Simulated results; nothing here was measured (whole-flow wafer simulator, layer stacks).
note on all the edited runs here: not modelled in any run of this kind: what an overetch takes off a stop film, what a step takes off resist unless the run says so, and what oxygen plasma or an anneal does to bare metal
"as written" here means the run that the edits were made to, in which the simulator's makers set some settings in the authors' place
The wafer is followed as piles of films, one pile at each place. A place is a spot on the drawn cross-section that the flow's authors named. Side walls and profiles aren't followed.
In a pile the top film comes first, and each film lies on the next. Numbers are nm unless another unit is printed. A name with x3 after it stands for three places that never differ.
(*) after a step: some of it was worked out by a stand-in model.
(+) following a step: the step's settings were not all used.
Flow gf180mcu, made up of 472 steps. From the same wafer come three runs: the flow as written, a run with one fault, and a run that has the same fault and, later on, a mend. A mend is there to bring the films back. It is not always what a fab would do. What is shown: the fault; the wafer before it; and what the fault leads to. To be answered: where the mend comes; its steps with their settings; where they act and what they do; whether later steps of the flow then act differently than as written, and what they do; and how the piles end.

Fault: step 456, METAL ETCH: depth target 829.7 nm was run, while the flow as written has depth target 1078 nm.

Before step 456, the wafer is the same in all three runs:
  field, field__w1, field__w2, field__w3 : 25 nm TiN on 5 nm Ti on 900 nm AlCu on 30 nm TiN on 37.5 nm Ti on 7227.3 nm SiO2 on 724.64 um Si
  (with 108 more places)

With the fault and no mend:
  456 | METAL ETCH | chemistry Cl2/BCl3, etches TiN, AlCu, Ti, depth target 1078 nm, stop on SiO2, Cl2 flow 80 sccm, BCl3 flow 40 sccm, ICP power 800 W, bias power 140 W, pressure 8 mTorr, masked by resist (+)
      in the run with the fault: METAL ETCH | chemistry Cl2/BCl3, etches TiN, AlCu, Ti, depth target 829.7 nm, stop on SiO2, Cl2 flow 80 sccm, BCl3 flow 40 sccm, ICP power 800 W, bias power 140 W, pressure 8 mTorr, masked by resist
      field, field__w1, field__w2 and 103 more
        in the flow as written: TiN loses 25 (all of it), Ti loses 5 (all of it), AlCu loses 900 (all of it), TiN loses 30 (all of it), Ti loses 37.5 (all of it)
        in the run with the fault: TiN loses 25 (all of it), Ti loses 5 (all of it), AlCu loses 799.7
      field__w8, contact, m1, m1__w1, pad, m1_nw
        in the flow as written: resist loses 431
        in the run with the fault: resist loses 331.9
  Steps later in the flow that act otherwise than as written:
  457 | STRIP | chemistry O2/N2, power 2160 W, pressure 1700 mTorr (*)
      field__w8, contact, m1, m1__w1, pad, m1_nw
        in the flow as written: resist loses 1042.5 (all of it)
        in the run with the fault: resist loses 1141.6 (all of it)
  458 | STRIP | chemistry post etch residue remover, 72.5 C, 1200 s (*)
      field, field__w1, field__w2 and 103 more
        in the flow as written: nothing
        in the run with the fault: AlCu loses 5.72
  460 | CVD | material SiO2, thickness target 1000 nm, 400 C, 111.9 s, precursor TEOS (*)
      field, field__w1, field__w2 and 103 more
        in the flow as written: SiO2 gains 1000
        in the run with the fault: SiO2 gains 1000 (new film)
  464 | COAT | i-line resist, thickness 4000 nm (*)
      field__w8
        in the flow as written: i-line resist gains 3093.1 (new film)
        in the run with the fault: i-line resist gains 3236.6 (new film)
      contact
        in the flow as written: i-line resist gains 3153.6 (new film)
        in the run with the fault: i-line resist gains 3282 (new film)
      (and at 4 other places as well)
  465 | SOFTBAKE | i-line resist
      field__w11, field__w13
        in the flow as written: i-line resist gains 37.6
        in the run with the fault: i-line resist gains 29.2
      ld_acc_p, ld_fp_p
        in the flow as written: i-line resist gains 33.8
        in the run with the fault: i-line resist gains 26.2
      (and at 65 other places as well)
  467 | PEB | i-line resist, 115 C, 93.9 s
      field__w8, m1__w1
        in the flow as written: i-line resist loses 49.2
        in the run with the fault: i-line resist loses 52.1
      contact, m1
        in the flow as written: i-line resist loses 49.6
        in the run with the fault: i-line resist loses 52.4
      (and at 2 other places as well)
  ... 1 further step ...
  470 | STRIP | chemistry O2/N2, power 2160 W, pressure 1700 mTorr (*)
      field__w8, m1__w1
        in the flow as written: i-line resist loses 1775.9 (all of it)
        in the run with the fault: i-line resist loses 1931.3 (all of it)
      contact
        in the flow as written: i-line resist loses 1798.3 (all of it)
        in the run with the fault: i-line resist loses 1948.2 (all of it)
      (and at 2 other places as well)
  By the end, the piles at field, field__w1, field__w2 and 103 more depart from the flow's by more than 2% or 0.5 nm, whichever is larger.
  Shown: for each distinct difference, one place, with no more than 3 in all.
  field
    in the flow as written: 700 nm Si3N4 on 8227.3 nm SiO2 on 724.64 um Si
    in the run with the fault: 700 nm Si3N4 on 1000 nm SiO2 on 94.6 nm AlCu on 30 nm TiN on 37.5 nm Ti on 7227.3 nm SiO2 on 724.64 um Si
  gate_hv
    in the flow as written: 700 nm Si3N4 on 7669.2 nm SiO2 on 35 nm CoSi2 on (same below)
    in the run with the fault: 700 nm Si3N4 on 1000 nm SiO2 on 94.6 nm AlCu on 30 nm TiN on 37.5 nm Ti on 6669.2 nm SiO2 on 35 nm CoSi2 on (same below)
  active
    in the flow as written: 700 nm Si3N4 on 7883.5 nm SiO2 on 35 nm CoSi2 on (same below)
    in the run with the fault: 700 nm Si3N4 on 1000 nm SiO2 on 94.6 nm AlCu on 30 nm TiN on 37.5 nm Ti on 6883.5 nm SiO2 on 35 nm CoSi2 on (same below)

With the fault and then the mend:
  The mend stands after step 456.
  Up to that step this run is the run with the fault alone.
  456a | METAL ETCH | chemistry Cl2/BCl3, etches TiN, AlCu, Ti, depth target 247.8 nm, stop on SiO2, Cl2 flow 80 sccm, BCl3 flow 40 sccm, ICP power 800 W, bias power 140 W, pressure 8 mTorr, masked by resist (+) (a further turn of the flow's step 456, with different settings)
      field, field__w1, field__w2 and 103 more
        AlCu loses 100.3 (all of it), TiN loses 30 (all of it), Ti loses 37.5 (all of it)
      field__w8, contact, m1, m1__w1, pad, m1_nw
        resist loses 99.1
  Every later step of the flow that is run acts as written at every place that is followed.
  The piles end the same as the flow's at every place that both follow.
